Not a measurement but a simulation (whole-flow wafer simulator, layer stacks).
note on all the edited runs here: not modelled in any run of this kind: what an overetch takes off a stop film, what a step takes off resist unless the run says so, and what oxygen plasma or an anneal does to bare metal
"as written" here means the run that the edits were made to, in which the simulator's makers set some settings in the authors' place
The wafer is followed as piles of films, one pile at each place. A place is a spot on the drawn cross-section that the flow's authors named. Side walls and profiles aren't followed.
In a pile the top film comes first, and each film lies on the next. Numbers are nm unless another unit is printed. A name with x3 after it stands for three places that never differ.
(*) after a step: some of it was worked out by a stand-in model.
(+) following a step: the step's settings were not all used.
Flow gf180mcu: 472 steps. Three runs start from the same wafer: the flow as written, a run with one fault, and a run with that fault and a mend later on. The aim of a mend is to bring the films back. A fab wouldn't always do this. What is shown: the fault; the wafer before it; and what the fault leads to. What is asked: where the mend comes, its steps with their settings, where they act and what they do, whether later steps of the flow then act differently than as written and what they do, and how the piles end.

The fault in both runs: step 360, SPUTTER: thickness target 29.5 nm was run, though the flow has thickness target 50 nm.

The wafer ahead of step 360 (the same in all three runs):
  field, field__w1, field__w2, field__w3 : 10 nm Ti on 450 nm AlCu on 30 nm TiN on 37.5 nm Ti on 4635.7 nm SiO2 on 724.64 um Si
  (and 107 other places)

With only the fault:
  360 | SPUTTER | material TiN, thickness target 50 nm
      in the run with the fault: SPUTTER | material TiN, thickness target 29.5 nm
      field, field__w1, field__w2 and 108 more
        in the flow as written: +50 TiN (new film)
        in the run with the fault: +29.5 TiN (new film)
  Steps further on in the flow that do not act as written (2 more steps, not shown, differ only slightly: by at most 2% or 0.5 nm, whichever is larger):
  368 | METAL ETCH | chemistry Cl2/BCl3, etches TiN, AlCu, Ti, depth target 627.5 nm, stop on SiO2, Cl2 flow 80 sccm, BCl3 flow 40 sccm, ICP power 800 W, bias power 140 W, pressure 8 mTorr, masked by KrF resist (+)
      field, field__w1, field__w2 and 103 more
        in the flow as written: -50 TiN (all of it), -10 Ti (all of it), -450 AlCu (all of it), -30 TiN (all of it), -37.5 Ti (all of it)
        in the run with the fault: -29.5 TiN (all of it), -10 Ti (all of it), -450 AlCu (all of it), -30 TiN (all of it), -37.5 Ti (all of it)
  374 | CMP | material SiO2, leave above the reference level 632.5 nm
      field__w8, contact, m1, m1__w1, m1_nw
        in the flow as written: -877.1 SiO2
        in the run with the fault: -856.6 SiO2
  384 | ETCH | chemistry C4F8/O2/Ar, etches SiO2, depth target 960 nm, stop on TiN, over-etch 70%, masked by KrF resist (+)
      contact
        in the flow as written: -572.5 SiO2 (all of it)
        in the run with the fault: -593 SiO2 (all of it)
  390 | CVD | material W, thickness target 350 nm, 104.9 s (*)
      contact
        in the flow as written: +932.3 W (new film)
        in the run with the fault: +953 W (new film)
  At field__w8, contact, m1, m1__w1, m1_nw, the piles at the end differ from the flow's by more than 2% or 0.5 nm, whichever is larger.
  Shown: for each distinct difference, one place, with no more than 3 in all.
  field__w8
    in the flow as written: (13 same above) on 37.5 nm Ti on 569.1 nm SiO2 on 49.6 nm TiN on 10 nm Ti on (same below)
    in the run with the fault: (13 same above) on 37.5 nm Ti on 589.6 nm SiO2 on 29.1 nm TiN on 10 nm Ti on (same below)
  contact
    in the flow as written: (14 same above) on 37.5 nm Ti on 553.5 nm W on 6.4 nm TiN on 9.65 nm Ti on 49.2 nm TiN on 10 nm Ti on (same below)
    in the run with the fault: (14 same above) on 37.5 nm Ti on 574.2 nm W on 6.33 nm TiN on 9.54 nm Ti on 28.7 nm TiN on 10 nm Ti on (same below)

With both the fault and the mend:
  The mend follows step 360.
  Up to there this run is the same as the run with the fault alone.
  360a | SPUTTER | material TiN, thickness target 20.5 nm (the flow's step 360, run once more with other settings)
      field, field__w1, field__w2 and 108 more
        +20.5 TiN
  Later steps of the flow that are run all act as written at every place that is followed.
  By the end, the piles equal the flow's at every place that both follow.
